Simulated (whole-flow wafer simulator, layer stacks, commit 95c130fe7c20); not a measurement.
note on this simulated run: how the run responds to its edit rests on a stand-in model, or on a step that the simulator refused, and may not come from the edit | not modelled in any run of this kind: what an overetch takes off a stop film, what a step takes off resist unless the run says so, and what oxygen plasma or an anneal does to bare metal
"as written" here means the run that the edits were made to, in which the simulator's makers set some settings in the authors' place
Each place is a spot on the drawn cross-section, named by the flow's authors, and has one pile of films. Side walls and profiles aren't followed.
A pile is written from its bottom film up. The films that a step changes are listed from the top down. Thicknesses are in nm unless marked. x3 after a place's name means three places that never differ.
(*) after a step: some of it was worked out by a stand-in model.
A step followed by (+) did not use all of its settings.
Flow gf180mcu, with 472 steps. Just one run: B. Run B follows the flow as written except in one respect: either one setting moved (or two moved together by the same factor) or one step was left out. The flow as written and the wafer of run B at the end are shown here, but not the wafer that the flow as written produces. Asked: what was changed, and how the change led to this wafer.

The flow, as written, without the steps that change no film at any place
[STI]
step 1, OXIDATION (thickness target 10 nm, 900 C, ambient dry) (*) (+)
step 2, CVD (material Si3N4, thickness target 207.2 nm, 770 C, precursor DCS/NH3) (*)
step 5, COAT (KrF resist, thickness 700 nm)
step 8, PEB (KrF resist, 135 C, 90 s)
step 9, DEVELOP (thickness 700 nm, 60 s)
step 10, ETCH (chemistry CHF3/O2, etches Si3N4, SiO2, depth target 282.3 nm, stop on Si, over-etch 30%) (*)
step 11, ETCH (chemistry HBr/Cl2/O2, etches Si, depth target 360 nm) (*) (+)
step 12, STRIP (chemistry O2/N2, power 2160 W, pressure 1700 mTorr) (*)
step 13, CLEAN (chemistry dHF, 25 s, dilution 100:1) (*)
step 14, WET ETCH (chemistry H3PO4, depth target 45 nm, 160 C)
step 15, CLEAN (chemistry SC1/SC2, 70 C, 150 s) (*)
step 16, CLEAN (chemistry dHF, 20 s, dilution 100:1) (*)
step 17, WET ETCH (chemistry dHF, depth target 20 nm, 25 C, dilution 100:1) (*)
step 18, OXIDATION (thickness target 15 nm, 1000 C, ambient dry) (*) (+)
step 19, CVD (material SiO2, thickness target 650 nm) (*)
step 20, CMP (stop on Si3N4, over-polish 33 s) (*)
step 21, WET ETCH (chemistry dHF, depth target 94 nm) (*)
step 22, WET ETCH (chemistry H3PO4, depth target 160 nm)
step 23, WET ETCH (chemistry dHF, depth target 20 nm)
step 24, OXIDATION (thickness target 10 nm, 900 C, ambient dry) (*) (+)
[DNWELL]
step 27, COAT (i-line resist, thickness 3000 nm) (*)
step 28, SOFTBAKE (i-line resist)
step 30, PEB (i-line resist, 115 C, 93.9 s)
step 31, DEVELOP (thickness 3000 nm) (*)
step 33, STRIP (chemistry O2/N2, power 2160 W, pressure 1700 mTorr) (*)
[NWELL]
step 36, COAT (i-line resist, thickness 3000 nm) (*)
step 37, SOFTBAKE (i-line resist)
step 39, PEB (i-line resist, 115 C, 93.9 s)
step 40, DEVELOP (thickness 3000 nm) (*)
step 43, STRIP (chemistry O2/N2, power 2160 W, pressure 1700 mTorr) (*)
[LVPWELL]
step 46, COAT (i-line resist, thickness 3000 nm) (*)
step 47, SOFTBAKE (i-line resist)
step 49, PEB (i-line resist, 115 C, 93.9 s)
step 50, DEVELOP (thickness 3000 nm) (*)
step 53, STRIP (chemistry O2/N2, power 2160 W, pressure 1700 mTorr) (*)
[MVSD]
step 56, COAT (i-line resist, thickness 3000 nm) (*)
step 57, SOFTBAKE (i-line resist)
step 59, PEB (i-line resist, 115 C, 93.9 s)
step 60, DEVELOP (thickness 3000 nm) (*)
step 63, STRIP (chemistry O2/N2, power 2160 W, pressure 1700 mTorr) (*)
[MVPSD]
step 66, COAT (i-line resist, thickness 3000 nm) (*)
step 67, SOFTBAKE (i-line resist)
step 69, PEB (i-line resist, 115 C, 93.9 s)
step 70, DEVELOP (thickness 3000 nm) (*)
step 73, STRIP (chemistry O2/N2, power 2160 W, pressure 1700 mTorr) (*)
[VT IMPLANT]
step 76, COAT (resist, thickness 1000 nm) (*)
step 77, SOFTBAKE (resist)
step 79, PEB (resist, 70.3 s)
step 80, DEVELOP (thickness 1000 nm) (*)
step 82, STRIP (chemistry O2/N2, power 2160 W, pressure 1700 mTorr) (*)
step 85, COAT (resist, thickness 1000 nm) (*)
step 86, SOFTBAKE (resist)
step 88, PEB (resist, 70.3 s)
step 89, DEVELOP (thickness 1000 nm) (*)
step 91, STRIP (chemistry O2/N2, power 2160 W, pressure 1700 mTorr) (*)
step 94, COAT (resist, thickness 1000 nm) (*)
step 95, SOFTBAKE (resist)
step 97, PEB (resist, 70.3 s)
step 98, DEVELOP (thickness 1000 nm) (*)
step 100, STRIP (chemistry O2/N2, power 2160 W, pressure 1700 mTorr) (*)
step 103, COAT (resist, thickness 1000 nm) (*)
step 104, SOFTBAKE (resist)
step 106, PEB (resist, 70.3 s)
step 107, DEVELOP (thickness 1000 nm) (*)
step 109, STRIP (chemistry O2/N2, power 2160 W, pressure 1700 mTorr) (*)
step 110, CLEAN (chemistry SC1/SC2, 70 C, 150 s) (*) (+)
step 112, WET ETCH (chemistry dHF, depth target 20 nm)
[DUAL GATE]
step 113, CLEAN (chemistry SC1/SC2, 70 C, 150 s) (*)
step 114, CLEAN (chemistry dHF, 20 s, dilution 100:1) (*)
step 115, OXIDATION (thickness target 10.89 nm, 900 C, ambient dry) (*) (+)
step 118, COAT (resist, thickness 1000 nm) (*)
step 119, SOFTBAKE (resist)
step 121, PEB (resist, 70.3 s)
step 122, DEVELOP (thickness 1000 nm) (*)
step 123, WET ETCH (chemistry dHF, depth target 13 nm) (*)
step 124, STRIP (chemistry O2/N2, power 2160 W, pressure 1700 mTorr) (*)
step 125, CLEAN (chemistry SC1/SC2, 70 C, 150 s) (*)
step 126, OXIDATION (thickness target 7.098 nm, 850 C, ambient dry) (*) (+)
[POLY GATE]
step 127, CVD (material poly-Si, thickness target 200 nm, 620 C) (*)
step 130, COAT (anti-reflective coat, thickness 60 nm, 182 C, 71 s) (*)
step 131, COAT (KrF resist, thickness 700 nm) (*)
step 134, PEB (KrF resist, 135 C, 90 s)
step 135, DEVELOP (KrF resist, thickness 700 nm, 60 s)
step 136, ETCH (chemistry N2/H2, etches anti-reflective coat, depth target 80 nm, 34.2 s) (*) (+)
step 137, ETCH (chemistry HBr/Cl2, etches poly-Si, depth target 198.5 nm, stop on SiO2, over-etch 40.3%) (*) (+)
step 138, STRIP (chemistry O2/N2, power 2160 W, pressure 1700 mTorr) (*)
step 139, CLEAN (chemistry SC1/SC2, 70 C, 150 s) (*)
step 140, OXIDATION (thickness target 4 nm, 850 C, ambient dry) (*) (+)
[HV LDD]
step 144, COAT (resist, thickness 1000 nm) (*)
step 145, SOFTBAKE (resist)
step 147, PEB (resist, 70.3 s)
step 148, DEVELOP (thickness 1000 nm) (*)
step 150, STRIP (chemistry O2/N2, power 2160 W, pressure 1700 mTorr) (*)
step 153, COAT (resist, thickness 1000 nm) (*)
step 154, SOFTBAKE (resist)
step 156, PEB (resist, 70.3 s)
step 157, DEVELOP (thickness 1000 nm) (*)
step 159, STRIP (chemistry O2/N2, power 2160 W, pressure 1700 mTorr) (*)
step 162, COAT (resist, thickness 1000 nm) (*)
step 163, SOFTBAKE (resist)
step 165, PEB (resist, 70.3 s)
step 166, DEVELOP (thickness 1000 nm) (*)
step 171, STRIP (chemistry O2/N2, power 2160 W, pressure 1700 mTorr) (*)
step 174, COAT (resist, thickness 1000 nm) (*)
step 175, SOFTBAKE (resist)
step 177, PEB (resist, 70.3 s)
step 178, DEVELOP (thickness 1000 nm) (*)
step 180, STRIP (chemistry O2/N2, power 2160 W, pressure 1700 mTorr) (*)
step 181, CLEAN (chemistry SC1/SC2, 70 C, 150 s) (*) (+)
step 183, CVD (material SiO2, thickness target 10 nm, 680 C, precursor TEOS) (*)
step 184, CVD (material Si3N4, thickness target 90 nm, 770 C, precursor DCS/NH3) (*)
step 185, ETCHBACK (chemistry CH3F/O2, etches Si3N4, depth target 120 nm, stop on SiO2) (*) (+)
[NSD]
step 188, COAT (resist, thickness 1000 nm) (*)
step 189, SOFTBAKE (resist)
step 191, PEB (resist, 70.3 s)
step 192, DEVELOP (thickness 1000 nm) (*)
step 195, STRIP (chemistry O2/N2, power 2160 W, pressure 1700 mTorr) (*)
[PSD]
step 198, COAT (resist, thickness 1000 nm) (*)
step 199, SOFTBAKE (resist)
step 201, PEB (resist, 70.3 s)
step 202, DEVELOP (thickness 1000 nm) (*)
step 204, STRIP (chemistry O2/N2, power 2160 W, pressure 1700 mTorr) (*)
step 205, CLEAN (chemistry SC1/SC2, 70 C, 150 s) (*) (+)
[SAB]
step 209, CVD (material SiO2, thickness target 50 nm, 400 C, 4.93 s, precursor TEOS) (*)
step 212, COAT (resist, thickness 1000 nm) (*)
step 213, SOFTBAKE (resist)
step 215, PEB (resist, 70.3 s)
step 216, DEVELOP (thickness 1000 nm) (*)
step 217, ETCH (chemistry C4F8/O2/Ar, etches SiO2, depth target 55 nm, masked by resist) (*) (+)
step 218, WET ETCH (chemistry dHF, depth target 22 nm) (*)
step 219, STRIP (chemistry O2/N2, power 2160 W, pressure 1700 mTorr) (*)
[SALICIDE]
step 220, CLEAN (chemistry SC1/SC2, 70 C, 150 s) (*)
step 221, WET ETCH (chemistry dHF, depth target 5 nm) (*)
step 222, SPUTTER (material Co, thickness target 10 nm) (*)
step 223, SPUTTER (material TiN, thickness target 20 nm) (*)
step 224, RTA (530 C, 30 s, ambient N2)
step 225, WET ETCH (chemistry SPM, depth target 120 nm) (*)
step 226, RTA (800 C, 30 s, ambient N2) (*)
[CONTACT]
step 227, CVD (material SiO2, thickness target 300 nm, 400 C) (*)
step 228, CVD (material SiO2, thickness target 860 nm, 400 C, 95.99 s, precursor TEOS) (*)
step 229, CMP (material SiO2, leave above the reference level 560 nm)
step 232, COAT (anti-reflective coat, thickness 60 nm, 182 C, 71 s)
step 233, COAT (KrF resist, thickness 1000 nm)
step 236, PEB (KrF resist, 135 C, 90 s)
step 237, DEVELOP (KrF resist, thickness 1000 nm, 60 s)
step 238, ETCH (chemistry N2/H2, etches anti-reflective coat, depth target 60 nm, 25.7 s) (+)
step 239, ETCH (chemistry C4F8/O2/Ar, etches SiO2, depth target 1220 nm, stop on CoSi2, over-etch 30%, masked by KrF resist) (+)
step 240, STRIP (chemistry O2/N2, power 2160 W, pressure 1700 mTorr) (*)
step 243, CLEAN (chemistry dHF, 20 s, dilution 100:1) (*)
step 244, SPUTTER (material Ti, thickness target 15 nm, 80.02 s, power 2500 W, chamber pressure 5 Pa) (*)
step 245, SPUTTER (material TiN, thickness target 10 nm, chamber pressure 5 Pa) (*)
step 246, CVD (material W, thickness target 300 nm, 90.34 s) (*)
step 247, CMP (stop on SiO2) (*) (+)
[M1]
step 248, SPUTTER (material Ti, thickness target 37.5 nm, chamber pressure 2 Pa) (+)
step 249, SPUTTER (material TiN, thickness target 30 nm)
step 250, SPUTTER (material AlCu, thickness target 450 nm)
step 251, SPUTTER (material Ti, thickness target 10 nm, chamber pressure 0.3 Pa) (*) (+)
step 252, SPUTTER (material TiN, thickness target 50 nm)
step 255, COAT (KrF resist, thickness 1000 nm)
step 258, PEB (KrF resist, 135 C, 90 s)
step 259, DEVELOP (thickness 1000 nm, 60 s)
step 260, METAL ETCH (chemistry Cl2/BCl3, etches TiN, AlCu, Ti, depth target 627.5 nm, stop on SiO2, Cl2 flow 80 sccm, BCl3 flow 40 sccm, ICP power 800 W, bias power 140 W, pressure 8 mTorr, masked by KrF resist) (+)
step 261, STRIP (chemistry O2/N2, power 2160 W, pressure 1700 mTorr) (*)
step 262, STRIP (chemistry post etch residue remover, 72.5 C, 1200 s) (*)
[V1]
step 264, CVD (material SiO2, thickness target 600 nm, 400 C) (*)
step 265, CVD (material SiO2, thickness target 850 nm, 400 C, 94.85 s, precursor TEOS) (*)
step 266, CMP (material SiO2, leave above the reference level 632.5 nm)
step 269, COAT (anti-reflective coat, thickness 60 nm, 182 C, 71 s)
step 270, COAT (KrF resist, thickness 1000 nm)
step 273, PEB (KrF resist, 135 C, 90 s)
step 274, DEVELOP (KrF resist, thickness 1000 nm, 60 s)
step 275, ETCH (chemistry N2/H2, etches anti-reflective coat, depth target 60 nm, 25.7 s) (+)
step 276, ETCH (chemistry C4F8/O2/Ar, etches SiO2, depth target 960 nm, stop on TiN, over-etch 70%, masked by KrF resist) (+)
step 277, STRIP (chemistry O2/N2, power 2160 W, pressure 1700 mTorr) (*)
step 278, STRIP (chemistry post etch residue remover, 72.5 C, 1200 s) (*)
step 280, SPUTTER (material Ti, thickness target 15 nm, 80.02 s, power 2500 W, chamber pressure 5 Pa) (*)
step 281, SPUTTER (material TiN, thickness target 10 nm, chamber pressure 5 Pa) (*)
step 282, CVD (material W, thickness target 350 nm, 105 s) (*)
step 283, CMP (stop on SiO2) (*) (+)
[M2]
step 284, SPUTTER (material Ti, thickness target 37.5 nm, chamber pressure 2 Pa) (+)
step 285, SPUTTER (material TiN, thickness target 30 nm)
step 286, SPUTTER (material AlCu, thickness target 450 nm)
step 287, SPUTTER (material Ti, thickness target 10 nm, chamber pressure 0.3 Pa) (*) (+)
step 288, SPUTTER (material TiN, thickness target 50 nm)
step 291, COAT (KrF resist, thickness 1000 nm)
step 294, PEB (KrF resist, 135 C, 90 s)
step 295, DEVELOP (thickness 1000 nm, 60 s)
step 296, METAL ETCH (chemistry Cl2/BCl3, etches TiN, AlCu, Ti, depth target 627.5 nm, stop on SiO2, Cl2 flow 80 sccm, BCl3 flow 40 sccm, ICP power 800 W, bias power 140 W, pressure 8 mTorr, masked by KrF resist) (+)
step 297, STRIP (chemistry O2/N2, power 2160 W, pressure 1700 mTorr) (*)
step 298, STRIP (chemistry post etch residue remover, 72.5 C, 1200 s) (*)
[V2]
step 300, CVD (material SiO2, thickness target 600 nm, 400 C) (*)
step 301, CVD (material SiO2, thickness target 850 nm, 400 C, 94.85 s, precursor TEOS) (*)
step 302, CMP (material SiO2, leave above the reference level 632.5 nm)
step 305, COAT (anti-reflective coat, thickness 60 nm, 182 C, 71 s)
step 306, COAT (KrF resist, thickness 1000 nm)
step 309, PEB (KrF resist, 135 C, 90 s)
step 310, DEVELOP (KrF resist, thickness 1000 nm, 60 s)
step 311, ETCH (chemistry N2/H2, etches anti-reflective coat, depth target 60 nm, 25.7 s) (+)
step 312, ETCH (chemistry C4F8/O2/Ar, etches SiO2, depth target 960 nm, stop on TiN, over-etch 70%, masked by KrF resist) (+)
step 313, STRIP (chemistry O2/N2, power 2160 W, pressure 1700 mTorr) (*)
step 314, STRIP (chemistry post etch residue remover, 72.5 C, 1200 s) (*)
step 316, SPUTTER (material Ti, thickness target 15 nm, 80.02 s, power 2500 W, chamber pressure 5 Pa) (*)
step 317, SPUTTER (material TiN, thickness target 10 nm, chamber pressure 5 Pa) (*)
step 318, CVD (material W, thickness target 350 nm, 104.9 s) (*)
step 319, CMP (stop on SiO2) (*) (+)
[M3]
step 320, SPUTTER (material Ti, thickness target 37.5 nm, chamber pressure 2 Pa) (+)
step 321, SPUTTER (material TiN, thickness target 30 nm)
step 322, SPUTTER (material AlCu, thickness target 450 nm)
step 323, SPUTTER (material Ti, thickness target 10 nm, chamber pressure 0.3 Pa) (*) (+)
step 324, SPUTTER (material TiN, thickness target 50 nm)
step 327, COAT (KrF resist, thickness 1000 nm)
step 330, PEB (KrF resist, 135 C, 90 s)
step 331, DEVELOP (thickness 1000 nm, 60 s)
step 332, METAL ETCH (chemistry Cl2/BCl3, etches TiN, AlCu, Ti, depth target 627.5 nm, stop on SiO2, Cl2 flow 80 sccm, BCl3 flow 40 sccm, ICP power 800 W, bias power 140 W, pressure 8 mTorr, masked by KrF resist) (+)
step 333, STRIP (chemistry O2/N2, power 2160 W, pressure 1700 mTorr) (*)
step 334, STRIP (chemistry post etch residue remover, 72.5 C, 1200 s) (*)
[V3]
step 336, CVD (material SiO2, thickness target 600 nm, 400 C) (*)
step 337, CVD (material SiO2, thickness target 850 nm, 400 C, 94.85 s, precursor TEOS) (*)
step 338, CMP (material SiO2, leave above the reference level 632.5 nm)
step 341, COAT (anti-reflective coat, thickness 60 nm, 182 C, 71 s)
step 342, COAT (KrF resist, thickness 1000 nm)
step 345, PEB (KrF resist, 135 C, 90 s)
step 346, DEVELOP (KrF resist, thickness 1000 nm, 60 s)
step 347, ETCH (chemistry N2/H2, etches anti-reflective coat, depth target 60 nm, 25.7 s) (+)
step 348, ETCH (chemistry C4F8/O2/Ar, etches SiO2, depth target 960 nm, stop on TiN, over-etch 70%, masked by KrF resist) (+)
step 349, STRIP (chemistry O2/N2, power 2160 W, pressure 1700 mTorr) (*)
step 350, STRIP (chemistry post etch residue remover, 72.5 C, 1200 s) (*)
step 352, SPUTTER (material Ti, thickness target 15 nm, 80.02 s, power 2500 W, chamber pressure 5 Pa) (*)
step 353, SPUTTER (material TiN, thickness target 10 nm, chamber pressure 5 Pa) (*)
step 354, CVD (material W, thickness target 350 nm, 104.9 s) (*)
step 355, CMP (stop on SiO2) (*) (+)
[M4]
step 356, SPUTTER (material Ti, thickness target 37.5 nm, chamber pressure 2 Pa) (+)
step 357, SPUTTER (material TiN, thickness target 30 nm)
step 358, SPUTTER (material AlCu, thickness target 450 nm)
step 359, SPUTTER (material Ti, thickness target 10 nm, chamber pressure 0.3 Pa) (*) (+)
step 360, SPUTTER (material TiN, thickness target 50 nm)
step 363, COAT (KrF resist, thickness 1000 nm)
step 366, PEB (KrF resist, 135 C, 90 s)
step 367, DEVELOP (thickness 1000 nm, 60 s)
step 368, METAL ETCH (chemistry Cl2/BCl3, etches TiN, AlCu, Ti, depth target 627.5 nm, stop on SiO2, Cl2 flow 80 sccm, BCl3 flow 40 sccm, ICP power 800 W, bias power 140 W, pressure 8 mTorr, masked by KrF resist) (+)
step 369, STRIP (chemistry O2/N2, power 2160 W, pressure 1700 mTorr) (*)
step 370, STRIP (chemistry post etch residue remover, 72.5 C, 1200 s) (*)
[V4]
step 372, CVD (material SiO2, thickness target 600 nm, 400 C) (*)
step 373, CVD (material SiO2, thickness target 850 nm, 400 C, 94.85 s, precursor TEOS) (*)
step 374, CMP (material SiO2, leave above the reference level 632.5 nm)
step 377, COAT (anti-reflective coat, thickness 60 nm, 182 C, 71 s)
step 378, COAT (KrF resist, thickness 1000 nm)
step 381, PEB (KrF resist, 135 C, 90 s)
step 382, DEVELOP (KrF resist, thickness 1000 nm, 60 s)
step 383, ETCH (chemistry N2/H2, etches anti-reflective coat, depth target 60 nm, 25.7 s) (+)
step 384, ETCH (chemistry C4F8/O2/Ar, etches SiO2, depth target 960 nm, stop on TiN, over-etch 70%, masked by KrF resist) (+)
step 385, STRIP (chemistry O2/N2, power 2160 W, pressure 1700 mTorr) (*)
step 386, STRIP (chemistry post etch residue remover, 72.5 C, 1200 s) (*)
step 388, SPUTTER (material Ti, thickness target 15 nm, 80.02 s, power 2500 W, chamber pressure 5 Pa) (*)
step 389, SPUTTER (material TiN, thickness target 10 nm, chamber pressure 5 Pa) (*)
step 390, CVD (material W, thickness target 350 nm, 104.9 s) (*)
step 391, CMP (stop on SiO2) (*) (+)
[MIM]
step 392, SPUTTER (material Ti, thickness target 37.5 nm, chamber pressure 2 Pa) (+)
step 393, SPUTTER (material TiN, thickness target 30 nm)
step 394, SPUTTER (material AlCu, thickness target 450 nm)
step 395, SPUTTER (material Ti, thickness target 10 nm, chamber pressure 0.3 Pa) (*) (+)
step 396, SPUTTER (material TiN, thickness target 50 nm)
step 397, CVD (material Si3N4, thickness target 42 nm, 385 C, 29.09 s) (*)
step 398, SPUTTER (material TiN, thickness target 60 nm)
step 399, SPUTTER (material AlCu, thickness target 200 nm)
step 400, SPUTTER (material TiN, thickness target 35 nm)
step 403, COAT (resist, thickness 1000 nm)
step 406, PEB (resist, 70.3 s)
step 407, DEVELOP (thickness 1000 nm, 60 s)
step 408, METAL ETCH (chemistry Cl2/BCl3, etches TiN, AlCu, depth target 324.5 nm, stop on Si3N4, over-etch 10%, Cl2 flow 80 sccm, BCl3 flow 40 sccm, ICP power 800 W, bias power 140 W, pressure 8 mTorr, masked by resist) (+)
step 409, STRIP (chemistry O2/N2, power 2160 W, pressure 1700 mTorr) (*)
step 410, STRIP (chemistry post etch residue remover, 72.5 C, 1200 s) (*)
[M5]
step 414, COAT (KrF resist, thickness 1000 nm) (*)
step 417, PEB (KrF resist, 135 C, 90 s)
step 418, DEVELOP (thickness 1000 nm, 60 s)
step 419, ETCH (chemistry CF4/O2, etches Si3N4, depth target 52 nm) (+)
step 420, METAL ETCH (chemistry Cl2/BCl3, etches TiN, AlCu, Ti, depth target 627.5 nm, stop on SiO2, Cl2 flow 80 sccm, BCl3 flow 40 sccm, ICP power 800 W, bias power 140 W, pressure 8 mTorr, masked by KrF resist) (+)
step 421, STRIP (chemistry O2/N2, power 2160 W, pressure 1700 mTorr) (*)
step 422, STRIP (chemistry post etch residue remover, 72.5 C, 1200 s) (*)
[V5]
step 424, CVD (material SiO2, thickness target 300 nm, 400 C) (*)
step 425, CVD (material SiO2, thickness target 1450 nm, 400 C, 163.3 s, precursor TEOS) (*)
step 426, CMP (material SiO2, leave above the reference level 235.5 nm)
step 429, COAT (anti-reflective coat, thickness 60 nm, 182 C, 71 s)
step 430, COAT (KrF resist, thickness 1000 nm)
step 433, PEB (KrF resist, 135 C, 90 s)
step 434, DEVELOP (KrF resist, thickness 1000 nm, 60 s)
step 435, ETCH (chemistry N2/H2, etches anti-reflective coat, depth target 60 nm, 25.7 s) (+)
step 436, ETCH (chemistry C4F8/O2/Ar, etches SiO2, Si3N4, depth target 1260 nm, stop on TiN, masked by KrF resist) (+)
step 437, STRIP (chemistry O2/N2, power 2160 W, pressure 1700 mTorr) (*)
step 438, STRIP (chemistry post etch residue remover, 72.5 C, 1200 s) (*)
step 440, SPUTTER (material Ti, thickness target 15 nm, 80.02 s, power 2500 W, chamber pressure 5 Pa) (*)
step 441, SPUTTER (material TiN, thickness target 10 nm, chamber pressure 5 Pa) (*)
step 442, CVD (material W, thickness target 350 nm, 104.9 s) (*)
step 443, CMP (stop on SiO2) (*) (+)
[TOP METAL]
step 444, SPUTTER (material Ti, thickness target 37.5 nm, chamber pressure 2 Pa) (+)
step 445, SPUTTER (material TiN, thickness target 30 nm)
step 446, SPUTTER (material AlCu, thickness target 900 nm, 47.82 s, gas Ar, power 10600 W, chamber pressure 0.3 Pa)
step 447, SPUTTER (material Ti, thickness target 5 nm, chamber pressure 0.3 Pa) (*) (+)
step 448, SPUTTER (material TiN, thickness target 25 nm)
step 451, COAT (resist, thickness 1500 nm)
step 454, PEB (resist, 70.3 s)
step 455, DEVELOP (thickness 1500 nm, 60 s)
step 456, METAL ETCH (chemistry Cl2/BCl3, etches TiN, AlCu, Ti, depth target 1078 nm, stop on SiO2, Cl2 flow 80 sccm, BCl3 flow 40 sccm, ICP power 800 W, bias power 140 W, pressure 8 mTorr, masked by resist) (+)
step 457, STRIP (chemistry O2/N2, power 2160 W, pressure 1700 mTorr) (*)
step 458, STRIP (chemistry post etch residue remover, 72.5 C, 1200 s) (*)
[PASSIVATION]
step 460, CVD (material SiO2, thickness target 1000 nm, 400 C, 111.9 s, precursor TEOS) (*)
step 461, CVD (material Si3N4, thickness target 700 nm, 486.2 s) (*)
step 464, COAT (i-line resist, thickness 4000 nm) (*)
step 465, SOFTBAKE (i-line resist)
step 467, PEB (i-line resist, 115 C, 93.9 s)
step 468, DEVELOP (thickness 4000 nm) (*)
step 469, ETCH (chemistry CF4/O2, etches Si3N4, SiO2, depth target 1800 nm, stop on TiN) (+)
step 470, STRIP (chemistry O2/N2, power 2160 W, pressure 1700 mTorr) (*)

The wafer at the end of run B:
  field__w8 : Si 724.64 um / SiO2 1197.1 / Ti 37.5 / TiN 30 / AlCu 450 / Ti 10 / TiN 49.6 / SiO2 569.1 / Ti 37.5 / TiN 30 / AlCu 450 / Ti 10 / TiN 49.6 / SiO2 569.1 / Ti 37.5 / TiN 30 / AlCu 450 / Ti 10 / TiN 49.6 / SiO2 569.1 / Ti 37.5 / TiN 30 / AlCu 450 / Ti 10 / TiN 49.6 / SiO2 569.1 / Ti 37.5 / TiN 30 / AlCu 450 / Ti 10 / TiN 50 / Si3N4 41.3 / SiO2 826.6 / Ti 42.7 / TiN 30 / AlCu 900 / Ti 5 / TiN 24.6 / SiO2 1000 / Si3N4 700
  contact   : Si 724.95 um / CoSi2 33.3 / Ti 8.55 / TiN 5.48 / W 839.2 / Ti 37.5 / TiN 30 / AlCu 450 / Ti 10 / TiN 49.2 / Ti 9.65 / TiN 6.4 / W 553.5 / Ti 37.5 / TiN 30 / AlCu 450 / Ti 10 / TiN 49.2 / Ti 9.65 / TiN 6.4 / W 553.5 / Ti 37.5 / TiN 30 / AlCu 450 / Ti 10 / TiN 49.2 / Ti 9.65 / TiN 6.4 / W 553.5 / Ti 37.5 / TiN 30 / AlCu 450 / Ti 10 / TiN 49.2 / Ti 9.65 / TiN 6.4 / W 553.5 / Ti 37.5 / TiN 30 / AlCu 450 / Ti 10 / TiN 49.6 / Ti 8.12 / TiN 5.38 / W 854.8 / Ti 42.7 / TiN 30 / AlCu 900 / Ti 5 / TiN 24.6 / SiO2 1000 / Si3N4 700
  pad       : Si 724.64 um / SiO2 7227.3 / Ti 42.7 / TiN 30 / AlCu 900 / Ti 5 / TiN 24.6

Cause: step 444, SPUTTER: thickness target 42.7 nm was run, whereas the flow has thickness target 37.5 nm.
The wafer lets one read it off: field__w8 has Ti 42.7, and step 444 as written asks for 37.5 nm.

How this came from the change, step by step:
  step 444, SPUTTER (material Ti, thickness target 37.5 nm, chamber pressure 2 Pa) (+)
      field, field__w1, field__w2 and 109 more: +42.7 Ti (new film) (as written it would have been: +37.5 Ti (new film))
  step 456, METAL ETCH (chemistry Cl2/BCl3, etches TiN, AlCu, Ti, depth target 1078 nm, stop on SiO2, Cl2 flow 80 sccm, BCl3 flow 40 sccm, ICP power 800 W, bias power 140 W, pressure 8 mTorr, masked by resist) (+)
      field, field__w1, field__w2 and 103 more: -25 TiN (all of it), -5 Ti (all of it), -900 AlCu (all of it), -30 TiN (all of it), -42.7 Ti (all of it) (as written it would have been: -25 TiN (all of it), -5 Ti (all of it), -900 AlCu (all of it), -30 TiN (all of it), -37.5 Ti (all of it))
  step 465, SOFTBAKE (i-line resist)
      gate: -0.3 i-line resist (as written it would have been: +1.79 i-line resist)
      field__w11, field__w13: +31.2 i-line resist (as written it would have been: +37.6 i-line resist)
      (as well as at 57 more places)
